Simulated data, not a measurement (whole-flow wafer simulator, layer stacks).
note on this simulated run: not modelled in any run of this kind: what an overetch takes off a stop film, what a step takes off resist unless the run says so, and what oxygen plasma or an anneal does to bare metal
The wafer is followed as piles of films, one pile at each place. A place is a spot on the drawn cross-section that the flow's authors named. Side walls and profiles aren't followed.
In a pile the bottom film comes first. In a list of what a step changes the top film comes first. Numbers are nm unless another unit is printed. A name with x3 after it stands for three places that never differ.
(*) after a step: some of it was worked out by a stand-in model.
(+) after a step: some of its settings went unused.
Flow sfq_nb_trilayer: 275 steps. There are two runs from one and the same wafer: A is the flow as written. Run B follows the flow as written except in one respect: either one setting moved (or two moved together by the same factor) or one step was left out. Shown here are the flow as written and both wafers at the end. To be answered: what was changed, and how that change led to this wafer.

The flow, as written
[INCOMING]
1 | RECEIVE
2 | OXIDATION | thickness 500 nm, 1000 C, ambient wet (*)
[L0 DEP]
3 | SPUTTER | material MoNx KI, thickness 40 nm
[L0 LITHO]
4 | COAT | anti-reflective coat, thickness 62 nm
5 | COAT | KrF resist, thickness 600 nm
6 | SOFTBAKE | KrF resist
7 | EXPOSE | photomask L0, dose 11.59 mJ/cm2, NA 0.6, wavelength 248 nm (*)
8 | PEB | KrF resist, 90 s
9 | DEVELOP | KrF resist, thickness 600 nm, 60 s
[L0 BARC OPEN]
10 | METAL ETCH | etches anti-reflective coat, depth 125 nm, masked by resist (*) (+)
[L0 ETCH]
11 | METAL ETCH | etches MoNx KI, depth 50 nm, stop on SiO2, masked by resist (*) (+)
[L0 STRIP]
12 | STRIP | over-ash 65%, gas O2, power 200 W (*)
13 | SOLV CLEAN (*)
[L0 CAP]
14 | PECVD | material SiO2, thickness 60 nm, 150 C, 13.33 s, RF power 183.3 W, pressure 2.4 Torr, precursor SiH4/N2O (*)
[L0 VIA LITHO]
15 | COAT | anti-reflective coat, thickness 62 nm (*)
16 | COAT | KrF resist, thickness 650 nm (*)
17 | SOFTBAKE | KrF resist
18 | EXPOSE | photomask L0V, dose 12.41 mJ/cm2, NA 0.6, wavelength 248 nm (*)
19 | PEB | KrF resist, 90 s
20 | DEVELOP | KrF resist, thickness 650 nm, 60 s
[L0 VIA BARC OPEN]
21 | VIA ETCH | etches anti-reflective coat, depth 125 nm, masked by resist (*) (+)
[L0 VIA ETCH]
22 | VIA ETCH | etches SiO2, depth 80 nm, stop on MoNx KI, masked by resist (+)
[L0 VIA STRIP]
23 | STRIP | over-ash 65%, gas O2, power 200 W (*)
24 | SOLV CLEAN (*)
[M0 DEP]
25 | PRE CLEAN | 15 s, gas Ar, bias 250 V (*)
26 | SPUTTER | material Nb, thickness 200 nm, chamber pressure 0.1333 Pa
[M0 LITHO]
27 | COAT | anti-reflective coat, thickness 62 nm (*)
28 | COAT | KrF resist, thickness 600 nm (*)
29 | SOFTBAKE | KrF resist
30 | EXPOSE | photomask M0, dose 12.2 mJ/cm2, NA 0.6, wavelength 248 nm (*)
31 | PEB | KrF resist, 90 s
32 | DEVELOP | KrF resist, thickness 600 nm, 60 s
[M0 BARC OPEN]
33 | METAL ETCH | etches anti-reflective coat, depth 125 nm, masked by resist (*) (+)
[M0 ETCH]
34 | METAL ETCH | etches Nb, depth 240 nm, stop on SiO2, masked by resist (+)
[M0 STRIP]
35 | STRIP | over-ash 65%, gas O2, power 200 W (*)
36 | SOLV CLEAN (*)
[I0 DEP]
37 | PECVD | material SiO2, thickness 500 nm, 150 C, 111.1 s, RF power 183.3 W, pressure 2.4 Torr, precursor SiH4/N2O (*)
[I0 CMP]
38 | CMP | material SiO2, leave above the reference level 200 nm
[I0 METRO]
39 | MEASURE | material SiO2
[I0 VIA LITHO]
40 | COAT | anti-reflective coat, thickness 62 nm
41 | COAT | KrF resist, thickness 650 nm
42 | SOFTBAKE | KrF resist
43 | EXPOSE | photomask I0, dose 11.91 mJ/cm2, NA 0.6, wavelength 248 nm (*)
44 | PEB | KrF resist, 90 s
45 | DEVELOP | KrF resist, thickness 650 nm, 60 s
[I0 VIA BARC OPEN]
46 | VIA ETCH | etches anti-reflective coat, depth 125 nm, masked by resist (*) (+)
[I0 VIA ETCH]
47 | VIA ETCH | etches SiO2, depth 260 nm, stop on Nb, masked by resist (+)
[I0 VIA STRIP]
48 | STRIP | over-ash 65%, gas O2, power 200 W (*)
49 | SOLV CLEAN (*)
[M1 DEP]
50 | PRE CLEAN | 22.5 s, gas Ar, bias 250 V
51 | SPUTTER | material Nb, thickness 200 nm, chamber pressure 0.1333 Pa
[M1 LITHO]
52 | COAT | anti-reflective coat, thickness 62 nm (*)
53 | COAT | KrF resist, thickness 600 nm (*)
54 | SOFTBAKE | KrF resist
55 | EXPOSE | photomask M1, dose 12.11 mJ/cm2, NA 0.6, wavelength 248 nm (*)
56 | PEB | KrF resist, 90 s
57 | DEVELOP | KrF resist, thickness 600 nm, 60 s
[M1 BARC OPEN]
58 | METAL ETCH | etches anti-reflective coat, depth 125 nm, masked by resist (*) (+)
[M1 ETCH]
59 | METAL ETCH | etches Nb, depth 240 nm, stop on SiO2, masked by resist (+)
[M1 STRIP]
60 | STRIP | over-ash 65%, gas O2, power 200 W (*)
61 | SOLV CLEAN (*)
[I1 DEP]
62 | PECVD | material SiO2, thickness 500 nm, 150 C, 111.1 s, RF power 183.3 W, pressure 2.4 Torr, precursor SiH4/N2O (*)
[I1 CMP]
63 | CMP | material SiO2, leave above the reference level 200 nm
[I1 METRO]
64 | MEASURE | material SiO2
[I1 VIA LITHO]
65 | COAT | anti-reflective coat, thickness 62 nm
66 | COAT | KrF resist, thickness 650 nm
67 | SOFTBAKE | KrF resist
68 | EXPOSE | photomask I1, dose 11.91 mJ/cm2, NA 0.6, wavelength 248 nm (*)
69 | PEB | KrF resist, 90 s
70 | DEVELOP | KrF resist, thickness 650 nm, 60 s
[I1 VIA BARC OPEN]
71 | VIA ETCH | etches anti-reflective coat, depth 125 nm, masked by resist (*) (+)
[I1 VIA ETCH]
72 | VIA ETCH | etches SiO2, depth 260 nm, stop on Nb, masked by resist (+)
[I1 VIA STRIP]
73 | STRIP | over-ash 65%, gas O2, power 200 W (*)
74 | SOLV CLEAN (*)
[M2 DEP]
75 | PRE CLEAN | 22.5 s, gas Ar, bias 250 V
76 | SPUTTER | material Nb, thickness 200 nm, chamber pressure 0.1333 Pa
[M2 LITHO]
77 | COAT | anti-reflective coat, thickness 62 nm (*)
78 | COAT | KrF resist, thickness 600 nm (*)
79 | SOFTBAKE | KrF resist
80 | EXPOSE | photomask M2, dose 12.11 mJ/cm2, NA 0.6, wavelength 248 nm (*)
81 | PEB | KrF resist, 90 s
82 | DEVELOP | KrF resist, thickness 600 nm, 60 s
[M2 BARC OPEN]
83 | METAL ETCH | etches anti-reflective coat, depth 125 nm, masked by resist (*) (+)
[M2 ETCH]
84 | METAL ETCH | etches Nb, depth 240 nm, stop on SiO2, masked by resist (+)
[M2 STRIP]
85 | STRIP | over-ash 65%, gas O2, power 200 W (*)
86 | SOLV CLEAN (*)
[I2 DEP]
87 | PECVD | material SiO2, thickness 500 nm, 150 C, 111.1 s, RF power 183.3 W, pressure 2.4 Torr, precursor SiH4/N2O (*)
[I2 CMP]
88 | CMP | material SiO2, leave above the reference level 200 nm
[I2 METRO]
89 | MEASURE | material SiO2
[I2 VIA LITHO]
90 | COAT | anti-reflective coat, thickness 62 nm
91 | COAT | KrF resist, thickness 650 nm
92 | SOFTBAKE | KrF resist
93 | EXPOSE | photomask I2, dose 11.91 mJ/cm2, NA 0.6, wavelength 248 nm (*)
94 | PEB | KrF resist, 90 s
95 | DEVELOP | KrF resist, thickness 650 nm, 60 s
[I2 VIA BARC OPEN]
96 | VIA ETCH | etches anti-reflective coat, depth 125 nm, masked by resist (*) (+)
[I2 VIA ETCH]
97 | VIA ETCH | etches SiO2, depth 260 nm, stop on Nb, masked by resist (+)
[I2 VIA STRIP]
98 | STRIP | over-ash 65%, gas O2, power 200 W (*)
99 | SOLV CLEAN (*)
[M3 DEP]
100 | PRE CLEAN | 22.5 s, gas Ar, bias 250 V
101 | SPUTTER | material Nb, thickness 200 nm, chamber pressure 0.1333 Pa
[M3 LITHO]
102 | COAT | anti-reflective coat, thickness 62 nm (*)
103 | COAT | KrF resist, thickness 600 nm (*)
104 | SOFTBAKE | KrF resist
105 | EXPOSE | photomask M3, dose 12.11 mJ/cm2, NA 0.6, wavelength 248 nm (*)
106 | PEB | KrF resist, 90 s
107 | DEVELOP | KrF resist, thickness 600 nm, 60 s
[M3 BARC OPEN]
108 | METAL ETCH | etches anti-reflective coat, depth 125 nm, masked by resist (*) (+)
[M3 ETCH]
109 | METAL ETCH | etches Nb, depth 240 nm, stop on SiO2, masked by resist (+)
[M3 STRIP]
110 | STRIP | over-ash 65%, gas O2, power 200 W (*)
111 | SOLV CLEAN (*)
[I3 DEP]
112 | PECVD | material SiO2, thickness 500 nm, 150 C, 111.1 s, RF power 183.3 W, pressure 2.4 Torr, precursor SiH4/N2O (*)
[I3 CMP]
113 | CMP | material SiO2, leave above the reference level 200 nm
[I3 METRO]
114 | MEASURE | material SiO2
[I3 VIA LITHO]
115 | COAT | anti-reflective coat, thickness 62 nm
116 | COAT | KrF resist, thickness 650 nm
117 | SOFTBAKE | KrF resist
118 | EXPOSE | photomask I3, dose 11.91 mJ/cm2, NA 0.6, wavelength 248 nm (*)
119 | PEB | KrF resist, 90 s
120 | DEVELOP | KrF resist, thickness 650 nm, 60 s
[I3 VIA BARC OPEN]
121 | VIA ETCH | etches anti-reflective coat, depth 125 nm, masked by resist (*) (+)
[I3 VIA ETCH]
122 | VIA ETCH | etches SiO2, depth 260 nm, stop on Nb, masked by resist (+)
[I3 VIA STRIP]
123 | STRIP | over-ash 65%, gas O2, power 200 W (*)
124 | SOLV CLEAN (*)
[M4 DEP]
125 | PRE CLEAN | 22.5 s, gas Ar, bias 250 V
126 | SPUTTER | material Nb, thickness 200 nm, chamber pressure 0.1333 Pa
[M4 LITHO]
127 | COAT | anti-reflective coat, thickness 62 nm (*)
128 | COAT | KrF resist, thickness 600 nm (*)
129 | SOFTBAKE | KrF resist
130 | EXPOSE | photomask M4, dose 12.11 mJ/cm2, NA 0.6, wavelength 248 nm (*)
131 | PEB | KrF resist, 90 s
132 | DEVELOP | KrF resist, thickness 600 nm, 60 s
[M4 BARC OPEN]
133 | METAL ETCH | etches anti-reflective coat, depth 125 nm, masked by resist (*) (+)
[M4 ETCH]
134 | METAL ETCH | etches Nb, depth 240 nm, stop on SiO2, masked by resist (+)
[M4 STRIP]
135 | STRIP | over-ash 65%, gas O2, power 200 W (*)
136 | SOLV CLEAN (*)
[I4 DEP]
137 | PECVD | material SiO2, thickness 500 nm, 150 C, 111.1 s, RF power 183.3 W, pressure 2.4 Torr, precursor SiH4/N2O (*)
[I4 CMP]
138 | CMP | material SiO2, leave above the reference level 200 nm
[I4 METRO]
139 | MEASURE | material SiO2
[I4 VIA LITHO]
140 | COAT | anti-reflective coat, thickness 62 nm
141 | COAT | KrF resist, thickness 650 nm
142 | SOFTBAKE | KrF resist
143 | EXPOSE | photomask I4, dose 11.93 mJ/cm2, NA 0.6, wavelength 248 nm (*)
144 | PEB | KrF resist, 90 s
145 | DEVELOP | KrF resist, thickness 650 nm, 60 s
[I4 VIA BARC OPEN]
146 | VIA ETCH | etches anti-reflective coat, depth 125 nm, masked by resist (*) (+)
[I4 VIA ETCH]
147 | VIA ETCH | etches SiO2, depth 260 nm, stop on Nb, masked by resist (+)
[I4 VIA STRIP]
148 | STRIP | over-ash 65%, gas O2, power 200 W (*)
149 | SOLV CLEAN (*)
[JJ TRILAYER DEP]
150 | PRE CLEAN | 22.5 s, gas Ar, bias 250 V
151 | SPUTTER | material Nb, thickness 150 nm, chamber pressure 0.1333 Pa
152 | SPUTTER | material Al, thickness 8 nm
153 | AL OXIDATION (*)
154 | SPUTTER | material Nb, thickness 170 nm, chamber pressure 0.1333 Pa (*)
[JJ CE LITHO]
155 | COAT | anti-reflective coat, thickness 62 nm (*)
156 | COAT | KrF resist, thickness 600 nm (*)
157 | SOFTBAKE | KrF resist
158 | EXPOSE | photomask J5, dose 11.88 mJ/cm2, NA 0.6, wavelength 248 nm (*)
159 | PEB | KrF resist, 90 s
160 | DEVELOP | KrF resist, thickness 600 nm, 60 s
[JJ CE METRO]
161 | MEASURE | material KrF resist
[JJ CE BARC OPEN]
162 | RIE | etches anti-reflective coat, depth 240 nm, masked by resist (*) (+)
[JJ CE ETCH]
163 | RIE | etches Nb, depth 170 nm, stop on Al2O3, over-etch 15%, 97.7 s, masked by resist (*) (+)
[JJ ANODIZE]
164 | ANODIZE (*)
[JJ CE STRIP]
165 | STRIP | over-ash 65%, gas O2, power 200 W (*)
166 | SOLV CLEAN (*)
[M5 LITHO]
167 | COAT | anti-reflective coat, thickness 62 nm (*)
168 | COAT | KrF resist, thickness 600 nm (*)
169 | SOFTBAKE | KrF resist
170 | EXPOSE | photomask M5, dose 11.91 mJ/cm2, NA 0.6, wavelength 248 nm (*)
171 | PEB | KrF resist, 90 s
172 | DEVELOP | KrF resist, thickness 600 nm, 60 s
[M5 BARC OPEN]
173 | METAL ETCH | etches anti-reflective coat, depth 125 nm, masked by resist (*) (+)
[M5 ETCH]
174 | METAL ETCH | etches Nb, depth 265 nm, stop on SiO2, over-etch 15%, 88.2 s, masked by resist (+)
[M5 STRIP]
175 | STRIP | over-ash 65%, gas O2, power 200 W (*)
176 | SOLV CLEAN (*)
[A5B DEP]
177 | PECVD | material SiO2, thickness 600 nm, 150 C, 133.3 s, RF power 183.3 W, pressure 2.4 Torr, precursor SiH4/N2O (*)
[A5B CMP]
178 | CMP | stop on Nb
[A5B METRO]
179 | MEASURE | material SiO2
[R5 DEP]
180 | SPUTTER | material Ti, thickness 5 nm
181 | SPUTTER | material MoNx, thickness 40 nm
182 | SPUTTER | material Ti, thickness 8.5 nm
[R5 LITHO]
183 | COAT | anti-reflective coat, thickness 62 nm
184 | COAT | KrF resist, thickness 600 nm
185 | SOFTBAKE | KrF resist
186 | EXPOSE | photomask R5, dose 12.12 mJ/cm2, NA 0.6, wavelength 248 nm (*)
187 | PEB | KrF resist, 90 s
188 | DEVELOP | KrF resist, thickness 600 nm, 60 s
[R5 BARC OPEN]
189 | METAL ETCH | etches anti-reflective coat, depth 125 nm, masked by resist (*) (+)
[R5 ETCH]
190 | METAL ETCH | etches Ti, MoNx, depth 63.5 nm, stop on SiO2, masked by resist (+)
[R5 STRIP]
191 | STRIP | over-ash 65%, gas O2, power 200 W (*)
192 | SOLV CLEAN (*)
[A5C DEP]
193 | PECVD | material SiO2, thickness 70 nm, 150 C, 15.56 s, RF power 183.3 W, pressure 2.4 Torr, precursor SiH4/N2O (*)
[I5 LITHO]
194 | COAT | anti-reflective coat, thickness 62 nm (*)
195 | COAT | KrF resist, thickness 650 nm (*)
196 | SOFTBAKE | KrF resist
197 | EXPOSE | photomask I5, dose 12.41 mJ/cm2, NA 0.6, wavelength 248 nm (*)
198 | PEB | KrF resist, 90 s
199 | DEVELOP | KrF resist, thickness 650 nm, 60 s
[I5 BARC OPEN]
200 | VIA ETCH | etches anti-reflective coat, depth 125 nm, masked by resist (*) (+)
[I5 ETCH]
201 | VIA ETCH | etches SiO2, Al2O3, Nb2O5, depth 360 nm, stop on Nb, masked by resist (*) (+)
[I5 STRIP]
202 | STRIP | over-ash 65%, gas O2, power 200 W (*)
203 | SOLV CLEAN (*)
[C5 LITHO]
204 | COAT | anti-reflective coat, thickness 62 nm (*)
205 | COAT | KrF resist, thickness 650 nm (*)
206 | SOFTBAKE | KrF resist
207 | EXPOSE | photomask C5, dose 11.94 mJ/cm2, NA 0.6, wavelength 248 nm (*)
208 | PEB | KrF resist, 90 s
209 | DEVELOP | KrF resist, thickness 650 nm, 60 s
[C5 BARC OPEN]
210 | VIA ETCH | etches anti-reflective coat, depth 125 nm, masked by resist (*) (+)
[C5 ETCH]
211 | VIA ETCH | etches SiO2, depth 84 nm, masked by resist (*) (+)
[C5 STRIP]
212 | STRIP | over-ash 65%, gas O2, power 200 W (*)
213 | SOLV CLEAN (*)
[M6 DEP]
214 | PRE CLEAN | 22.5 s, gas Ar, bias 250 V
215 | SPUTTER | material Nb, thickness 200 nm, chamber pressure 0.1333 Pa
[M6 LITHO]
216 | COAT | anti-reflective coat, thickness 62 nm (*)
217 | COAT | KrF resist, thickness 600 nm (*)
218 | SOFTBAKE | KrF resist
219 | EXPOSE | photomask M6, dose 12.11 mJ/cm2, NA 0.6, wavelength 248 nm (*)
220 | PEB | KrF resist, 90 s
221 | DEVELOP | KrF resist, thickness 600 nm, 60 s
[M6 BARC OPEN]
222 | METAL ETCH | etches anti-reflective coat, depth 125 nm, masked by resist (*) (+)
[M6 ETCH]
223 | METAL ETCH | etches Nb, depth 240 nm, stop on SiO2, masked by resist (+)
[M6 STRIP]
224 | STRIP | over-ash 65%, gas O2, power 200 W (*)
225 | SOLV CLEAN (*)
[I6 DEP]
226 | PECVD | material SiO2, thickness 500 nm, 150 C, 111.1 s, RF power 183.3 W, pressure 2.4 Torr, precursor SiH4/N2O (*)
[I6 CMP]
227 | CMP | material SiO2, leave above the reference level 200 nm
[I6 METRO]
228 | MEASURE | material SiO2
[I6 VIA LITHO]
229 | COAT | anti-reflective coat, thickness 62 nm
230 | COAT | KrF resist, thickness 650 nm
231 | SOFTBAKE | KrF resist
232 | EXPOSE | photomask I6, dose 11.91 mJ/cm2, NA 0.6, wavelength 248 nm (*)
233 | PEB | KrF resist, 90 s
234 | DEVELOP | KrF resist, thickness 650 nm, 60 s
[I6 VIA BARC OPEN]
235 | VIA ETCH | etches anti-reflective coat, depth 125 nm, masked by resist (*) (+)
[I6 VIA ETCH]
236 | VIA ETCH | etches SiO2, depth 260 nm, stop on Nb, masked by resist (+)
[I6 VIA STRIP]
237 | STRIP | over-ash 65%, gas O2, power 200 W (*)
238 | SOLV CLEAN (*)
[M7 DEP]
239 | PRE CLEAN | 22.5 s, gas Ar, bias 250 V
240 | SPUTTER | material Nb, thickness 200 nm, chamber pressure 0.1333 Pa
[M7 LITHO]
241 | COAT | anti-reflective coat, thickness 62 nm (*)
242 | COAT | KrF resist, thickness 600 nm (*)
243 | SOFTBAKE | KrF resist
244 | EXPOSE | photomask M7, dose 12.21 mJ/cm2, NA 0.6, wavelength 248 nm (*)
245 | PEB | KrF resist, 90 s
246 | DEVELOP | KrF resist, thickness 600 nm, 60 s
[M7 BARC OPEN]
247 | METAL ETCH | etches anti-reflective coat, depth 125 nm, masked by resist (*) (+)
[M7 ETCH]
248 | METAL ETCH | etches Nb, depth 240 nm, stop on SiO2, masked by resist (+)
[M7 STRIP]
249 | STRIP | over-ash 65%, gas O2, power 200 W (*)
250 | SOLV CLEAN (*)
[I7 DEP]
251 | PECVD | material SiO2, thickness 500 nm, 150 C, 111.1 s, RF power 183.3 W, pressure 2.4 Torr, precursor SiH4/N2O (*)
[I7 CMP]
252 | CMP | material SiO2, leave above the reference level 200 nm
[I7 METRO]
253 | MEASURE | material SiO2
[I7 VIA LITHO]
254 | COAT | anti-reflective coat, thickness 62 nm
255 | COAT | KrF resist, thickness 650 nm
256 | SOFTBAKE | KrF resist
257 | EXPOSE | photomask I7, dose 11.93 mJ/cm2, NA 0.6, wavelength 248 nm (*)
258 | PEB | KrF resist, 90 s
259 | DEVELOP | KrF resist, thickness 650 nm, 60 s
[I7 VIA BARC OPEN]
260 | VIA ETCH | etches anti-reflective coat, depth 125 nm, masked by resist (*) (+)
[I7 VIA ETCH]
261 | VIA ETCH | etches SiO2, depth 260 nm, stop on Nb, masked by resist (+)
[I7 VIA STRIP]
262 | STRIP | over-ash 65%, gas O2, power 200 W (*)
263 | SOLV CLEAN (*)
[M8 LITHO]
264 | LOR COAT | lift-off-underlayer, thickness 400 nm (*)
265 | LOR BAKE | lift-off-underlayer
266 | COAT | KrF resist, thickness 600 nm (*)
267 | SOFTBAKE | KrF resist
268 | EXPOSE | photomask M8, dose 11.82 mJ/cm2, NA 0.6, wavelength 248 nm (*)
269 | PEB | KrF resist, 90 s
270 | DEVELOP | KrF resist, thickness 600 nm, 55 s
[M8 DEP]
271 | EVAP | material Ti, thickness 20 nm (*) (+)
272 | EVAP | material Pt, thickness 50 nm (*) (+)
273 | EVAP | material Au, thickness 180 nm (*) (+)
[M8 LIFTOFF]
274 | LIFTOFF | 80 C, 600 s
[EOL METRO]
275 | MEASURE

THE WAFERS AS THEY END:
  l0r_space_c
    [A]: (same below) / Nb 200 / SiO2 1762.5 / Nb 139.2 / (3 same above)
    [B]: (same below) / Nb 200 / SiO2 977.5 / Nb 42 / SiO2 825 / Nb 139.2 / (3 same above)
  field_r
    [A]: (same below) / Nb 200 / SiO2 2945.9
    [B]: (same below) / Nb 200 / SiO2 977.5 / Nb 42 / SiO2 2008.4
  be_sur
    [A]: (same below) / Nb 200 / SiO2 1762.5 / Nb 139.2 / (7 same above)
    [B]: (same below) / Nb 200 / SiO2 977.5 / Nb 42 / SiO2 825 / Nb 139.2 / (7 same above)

The reason: step 101, SPUTTER: thickness 282 nm was run, while the flow as written has thickness 200 nm.

How this came from the change, step by step:
  101 | SPUTTER | material Nb, thickness 200 nm, chamber pressure 0.1333 Pa
      field_l, v_sur, via_wl and 102 more: A +200 Nb (new film) | B +282 Nb (new film)
      via_w: A +165.5 Nb | B +234.5 Nb
  102 | COAT | anti-reflective coat, thickness 62 nm (*)
      via_wl: A +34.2 anti-reflective coat (new film) | B +32.7 anti-reflective coat (new film)
  109 | METAL ETCH | etches Nb, depth 240 nm, stop on SiO2, masked by resist (+)
      field_l, be, be_sur and 72 more: A -200 Nb (all of it) | B -240 Nb
  110 | STRIP | over-ash 65%, gas O2, power 200 W (*)
      via_wl: A -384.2 KrF resist (all of it), -34.2 anti-reflective coat (all of it) | B -384 KrF resist (all of it), -32.7 anti-reflective coat (all of it)
  112 | PECVD | material SiO2, thickness 500 nm, 150 C, 111.1 s, RF power 183.3 W, pressure 2.4 Torr, precursor SiH4/N2O (*)
      field_l, be, be_sur and 64 more: A +500 SiO2 | B +500 SiO2 (new film)
      p4_g1, p4_g2, p3_s0, p3_s1, p3_s2, p3_s3, p3_s4, p3_s5: A +557.1 SiO2 | B +597.1 SiO2 (new film)
  113 | CMP | material SiO2, leave above the reference level 200 nm
      field_l, be, be_sur and 64 more: A -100 SiO2 | B -60 SiO2
      via_w: A -181.6 SiO2 | B -157.1 SiO2
With metal films that touch counted as one body, l0r_space_c has 3 bodies (between them, from the top down: SiO2 825; SiO2 977.5); the flow as written gives 2 bodies (between them, from the top down: SiO2 1762.5).
With metal films that touch counted as one body, field_r has 2 bodies (between them, from the top down: SiO2 977.5); the flow as written gives 1 body.
With metal films that touch counted as one body, be_sur has 5 bodies (between them, from the top down: SiO2 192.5; SiO2 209 / Al2O3 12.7 / Nb2O5 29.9; SiO2 825; SiO2 977.5); the flow as written gives 4 bodies (between them, from the top down: SiO2 192.5; SiO2 209 / Al2O3 12.7 / Nb2O5 29.9; SiO2 1762.5).
